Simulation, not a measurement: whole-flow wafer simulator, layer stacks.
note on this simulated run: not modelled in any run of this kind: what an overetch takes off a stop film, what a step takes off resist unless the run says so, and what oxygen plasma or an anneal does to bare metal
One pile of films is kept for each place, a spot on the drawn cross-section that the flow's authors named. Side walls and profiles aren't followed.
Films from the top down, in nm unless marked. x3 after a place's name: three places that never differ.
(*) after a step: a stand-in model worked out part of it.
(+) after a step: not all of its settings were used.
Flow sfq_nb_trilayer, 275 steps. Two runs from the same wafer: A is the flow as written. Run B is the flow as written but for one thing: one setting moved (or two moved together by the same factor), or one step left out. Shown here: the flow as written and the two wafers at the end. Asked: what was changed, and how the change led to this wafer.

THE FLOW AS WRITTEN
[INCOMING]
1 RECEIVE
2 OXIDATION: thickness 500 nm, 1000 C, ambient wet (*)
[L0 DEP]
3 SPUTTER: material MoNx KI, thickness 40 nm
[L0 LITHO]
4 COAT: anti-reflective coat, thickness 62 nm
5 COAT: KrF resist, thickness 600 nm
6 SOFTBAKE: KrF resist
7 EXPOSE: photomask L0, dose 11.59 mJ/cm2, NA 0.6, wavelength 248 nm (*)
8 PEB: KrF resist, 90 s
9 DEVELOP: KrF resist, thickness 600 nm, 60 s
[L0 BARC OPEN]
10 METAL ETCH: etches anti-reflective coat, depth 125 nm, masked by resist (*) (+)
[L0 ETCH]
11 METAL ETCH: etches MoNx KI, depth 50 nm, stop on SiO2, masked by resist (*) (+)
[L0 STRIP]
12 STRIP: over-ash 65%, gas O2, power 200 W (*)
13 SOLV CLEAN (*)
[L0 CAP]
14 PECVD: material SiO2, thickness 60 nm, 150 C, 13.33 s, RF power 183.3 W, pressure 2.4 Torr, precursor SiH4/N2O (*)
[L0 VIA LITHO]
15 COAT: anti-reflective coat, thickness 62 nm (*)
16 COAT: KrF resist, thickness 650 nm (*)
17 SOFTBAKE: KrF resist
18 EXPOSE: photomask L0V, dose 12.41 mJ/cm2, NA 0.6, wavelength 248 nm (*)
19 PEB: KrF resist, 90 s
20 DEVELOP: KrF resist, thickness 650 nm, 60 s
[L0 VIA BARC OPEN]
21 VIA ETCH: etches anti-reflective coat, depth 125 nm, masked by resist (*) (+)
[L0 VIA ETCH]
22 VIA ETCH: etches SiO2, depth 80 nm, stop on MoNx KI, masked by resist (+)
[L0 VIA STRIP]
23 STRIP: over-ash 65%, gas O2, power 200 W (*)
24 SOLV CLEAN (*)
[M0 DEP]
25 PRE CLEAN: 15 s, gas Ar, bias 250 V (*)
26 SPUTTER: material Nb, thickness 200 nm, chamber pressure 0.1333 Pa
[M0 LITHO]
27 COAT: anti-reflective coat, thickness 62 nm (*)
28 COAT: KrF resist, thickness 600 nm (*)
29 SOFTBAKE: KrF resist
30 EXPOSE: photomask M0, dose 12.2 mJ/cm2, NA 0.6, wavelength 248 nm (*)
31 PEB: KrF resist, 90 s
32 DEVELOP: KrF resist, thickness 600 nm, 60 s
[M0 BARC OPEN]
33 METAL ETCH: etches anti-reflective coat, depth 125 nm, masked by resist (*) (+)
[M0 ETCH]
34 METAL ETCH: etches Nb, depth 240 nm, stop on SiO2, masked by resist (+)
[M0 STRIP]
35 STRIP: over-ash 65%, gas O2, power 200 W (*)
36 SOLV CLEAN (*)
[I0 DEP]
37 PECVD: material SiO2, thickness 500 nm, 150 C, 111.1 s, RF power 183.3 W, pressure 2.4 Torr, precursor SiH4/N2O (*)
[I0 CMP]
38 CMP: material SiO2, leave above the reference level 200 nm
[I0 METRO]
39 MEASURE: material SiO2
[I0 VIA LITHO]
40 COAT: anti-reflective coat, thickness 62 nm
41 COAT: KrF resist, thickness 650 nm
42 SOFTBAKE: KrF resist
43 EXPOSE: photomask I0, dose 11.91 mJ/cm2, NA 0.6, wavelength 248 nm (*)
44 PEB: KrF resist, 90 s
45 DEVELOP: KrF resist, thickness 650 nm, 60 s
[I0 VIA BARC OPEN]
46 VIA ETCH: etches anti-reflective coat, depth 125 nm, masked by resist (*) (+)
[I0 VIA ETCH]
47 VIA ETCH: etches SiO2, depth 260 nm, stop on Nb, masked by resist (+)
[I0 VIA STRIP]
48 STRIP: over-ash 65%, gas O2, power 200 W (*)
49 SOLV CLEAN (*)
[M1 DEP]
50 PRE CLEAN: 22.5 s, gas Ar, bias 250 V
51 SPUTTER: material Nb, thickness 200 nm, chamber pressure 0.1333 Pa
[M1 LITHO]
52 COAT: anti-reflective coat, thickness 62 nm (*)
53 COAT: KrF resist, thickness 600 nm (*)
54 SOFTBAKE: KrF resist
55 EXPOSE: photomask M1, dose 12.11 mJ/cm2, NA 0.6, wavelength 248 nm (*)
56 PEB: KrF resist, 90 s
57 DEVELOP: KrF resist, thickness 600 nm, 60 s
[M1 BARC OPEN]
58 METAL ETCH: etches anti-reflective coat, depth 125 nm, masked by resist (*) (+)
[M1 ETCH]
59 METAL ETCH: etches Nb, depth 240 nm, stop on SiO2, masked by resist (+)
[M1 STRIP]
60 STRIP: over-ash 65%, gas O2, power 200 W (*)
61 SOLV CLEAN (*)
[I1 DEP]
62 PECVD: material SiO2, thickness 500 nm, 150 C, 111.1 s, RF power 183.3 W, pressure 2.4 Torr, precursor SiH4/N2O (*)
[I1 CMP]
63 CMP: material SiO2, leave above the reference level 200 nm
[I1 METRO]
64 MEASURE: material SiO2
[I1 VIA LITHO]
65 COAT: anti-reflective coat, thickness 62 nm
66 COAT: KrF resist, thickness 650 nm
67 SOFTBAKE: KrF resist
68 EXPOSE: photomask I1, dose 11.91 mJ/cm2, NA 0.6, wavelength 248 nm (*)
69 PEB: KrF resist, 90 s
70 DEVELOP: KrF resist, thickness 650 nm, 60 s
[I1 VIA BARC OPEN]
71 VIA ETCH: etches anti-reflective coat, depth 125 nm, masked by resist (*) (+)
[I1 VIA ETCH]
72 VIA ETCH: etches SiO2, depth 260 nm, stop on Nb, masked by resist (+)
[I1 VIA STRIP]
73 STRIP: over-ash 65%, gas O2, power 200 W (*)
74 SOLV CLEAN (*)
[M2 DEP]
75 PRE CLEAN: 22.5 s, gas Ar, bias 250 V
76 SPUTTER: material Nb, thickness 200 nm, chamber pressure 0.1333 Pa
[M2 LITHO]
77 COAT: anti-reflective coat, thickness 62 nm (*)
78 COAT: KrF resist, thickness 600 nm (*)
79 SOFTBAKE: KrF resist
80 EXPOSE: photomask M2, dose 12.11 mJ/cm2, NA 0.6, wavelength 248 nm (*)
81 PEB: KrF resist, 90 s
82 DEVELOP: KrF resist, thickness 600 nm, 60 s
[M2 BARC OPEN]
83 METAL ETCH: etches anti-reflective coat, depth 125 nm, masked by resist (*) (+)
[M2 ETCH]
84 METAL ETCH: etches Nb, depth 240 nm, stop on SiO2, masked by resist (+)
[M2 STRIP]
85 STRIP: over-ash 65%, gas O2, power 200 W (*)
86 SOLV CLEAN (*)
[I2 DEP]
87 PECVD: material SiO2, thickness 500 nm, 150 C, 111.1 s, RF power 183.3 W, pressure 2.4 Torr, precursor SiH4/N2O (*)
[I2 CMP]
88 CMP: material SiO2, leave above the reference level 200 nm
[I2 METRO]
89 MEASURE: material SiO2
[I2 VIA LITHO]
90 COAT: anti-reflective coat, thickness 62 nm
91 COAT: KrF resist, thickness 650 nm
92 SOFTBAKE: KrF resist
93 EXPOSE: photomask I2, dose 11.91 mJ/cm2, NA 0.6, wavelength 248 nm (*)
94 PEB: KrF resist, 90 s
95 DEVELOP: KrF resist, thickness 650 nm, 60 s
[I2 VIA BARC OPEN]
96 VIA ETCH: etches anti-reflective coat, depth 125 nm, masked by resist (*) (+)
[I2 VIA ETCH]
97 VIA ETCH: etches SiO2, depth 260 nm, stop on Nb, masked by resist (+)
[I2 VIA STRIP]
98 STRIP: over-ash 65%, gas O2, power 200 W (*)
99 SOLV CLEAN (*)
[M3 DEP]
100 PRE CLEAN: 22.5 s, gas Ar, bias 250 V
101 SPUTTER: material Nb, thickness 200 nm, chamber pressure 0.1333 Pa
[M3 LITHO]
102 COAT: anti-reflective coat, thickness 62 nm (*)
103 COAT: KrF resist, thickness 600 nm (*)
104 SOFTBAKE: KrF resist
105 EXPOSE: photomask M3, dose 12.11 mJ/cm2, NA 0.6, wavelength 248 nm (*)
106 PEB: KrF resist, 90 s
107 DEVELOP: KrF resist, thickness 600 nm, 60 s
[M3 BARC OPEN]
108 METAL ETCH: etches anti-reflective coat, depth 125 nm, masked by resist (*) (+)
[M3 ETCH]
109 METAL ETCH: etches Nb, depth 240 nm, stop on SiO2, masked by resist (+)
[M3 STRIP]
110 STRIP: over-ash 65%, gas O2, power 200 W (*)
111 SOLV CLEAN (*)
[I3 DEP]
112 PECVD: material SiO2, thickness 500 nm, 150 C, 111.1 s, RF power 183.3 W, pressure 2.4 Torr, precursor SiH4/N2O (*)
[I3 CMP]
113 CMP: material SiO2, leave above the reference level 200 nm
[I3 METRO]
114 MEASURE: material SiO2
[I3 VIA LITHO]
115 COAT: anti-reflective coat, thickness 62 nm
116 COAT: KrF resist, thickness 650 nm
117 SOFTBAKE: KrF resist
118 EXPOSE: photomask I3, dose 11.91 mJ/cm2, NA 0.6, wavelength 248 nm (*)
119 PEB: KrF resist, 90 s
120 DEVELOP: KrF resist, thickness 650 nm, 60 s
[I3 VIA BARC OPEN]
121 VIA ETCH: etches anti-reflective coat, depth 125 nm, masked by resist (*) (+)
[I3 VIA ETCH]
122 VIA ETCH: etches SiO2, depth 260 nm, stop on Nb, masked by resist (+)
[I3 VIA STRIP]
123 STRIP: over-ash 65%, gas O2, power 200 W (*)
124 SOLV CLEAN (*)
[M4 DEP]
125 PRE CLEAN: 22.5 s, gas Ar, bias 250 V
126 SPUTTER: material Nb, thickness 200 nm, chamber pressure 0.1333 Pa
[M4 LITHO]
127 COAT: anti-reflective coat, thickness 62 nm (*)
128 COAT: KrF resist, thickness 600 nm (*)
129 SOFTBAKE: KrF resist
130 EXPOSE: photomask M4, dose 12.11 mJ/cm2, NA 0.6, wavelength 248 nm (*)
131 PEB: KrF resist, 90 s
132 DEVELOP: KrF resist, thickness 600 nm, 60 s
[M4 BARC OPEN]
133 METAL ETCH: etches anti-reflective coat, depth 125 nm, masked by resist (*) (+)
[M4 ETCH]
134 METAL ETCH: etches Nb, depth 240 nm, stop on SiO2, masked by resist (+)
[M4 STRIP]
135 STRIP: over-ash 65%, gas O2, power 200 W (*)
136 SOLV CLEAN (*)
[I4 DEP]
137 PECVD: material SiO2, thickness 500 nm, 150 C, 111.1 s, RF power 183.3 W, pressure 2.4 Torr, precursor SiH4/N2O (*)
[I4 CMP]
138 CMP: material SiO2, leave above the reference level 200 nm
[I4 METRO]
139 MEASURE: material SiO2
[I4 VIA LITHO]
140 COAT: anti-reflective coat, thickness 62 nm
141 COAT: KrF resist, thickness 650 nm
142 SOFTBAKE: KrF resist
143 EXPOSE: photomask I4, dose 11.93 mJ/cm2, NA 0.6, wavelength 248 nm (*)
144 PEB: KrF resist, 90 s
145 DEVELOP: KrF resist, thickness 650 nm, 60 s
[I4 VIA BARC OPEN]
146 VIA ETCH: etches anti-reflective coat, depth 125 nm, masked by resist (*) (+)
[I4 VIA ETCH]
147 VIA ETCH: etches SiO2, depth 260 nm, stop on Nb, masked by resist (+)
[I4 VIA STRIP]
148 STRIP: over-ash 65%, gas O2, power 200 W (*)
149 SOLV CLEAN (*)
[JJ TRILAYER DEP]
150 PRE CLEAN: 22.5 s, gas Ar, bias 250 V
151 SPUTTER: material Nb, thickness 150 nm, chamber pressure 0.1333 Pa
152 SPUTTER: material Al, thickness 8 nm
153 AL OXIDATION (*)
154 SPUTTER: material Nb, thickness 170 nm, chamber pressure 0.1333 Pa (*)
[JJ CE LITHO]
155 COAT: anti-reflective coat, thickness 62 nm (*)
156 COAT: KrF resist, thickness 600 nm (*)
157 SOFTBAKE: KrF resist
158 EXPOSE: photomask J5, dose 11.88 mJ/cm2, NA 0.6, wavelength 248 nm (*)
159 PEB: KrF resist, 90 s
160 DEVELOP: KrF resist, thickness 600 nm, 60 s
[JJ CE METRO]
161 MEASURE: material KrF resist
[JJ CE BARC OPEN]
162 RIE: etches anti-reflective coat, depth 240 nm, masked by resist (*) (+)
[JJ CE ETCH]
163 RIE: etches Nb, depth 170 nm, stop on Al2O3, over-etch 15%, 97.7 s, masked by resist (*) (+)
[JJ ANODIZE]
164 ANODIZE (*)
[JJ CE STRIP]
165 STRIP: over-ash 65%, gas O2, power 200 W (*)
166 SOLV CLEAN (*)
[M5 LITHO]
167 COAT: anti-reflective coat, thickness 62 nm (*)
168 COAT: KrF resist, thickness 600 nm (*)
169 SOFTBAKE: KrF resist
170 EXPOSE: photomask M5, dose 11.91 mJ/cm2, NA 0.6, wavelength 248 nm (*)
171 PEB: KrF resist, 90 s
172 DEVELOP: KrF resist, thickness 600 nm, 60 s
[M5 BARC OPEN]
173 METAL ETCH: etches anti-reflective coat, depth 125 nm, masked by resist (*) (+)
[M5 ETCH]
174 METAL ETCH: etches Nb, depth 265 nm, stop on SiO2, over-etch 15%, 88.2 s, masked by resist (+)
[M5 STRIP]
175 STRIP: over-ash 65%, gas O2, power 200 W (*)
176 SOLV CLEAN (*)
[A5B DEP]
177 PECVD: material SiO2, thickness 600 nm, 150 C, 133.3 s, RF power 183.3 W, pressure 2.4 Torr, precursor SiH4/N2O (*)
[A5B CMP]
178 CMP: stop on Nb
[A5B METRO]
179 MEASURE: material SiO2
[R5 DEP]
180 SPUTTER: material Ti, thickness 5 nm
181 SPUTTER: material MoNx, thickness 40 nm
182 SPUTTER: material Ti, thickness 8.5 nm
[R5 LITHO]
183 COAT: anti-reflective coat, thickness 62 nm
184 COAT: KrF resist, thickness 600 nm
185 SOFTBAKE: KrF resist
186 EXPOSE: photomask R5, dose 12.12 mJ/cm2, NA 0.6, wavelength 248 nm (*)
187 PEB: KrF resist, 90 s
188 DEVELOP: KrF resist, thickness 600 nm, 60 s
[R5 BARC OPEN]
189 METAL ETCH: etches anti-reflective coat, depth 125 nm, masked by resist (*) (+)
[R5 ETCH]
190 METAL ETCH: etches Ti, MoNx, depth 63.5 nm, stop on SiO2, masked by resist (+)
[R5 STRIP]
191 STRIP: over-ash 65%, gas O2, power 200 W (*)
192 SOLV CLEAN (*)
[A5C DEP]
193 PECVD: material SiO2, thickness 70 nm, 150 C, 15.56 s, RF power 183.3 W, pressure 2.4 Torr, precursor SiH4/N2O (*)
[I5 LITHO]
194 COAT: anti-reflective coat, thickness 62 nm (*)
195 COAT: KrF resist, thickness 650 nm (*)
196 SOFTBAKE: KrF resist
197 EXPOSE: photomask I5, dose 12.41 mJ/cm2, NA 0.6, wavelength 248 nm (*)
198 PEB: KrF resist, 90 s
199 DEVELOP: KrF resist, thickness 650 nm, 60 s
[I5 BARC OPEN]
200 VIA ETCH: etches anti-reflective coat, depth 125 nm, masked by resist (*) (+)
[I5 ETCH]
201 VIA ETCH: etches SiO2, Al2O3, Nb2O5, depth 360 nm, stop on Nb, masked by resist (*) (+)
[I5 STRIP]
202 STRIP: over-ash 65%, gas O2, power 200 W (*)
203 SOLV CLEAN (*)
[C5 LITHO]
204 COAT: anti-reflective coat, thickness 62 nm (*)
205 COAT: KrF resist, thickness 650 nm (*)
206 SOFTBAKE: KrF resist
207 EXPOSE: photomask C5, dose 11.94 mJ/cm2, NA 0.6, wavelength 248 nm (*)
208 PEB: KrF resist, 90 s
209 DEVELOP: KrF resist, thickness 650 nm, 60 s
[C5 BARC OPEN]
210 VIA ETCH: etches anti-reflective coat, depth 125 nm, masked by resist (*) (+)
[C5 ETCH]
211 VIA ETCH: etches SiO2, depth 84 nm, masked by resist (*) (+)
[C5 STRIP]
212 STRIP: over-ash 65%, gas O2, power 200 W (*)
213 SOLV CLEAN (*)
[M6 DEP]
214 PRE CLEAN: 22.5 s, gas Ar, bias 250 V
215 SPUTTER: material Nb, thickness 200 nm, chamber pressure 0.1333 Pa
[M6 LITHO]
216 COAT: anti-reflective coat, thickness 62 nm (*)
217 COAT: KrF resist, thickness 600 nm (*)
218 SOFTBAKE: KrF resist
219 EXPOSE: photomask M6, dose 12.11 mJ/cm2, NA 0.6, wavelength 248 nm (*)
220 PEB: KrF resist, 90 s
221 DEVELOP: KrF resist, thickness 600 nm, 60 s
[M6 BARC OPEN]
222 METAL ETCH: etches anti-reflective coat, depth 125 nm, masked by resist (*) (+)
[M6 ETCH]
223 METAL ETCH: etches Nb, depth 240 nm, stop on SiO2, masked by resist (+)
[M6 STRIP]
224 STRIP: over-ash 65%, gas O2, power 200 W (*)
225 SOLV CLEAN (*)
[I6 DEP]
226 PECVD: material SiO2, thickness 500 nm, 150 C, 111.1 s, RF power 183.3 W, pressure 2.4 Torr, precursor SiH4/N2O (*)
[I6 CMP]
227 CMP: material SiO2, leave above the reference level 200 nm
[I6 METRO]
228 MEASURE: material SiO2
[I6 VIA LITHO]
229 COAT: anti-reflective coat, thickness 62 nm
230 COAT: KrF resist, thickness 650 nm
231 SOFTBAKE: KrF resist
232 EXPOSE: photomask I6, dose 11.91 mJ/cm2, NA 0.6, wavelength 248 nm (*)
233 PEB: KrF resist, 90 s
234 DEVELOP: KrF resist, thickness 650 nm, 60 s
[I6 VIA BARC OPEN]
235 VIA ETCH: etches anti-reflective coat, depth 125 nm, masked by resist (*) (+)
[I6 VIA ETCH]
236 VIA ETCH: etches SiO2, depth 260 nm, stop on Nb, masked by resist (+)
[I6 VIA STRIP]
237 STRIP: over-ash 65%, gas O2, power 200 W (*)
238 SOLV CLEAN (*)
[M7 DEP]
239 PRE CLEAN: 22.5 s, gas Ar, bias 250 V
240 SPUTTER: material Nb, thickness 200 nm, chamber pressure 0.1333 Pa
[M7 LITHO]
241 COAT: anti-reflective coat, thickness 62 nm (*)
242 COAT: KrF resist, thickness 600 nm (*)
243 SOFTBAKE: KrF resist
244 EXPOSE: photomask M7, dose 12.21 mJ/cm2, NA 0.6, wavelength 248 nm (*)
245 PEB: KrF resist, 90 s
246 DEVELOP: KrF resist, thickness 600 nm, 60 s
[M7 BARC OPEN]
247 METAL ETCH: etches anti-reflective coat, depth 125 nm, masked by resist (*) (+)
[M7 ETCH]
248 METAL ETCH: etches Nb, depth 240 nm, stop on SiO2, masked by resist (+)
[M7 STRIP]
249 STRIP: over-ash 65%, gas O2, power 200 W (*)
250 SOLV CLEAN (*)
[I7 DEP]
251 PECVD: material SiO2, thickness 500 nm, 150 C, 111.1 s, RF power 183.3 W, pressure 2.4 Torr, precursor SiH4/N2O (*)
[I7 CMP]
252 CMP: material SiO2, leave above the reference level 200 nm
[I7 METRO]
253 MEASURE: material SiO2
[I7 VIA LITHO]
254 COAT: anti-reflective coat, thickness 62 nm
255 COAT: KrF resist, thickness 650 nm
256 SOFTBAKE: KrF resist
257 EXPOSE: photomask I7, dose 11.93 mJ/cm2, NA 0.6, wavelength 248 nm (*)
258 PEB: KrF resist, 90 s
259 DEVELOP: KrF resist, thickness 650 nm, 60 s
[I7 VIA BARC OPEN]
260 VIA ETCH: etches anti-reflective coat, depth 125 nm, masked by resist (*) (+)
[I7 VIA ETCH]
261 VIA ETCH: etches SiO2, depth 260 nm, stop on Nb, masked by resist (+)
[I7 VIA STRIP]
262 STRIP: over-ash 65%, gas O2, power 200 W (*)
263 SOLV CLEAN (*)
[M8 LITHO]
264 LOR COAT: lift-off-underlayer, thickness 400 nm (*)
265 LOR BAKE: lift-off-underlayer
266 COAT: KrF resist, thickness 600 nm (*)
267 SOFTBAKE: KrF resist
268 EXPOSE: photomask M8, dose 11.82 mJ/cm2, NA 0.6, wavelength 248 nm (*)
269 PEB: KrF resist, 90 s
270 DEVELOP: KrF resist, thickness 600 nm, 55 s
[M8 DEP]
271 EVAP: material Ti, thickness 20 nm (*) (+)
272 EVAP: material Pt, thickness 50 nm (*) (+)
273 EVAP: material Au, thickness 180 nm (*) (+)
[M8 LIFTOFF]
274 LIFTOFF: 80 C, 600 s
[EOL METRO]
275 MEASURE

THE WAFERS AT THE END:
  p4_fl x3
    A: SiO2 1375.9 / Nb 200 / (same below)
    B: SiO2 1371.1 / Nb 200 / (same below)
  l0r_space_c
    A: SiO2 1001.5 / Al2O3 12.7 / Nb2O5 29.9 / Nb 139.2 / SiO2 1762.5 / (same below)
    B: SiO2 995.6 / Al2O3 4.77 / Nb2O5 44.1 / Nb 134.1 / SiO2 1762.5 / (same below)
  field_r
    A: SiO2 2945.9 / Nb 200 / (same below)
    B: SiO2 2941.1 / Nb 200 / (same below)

The cause: step 152, SPUTTER: thickness 3.2 nm was run, where the flow has thickness 8 nm.

How the change led to this, step by step:
  152 SPUTTER: material Al, thickness 8 nm
      field_l, v_sur, via_sp and 100 more: A Al +8 (new film) | B Al +3.2 (new film)
      via_wl, via_wr: A Al +5.14 (new film) | B Al +2.06 (new film)
      (and at 1 more place)
  155 COAT: anti-reflective coat, thickness 62 nm (*)
      via_wl, via_wr: A anti-reflective coat +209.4 (new film) | B anti-reflective coat +202 (new film)
      via_w: A anti-reflective coat +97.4 (new film) | B anti-reflective coat +94.9 (new film)
  162 RIE: etches anti-reflective coat, depth 240 nm, masked by resist (*) (+)
      ce_l, c5j, ce_r, wl_jj: A KrF resist -209.4 | B KrF resist -202
      via_wl, via_wr: A anti-reflective coat -209.4 (all of it) | B anti-reflective coat -202 (all of it)
      (and at 1 more place)
  164 ANODIZE (*)
      field_l, v_sur, via_sp and 96 more: A Al2O3 +12.2, Nb2O5 +29.9 (new film), Al -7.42 (all of it), Nb -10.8 | B Al2O3 +4.32, Nb2O5 +44.1 (new film), Al -2.62 (all of it), Nb -15.9
      via_wl, via_wr: A Al2O3 +7.52 (new film), Nb2O5 +39.2 (new film), Al -4.56 (all of it), Nb -14.1 | B Al2O3 +2.43 (new film), Nb2O5 +48.3 (new film), Al -1.48 (all of it), Nb -17.4
      (and at 1 more place)
  165 STRIP: over-ash 65%, gas O2, power 200 W (*)
      ce_l: A KrF resist -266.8 (all of it), anti-reflective coat -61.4 (all of it) | B KrF resist -274.2 (all of it), anti-reflective coat -61.4 (all of it)
      c5j: A KrF resist -266.9 (all of it), anti-reflective coat -61.5 (all of it) | B KrF resist -274.2 (all of it), anti-reflective coat -61.5 (all of it)
      (and at 2 more places)
  174 METAL ETCH: etches Nb, depth 265 nm, stop on SiO2, over-etch 15%, 88.2 s, masked by resist (+)
      field_l, r_sur, res and 49 more: A Al2O3 -12.6 (all of it), Nb2O5 -29.9 (all of it), Nb -139.2 (all of it), SiO2 -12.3 | B Al2O3 -4.71 (all of it), Nb2O5 -44.1 (all of it), Nb -134.1 (all of it), SiO2 -12.2
      wl_a_sl: A Al2O3 -12.6 (all of it), Nb2O5 -29.9 (all of it), Nb -139.2 (all of it), SiO2 -12.3 | B Al2O3 -4.7 (all of it), Nb2O5 -44.1 (all of it), Nb -134.1 (all of it), SiO2 -12.2
  178 CMP: stop on Nb
      via_wl, via_wr: A SiO2 -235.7 | B SiO2 -241.2
      via_w: A SiO2 -235.2 | B SiO2 -241
  201 VIA ETCH: etches SiO2, Al2O3, Nb2O5, depth 360 nm, stop on Nb, masked by resist (*) (+)
      be: A SiO2 -216.4 (all of it), Al2O3 -12.7 (all of it), Nb2O5 -29.9 (all of it) | B SiO2 -210.4 (all of it), Al2O3 -4.77 (all of it), Nb2O5 -44.1 (all of it)
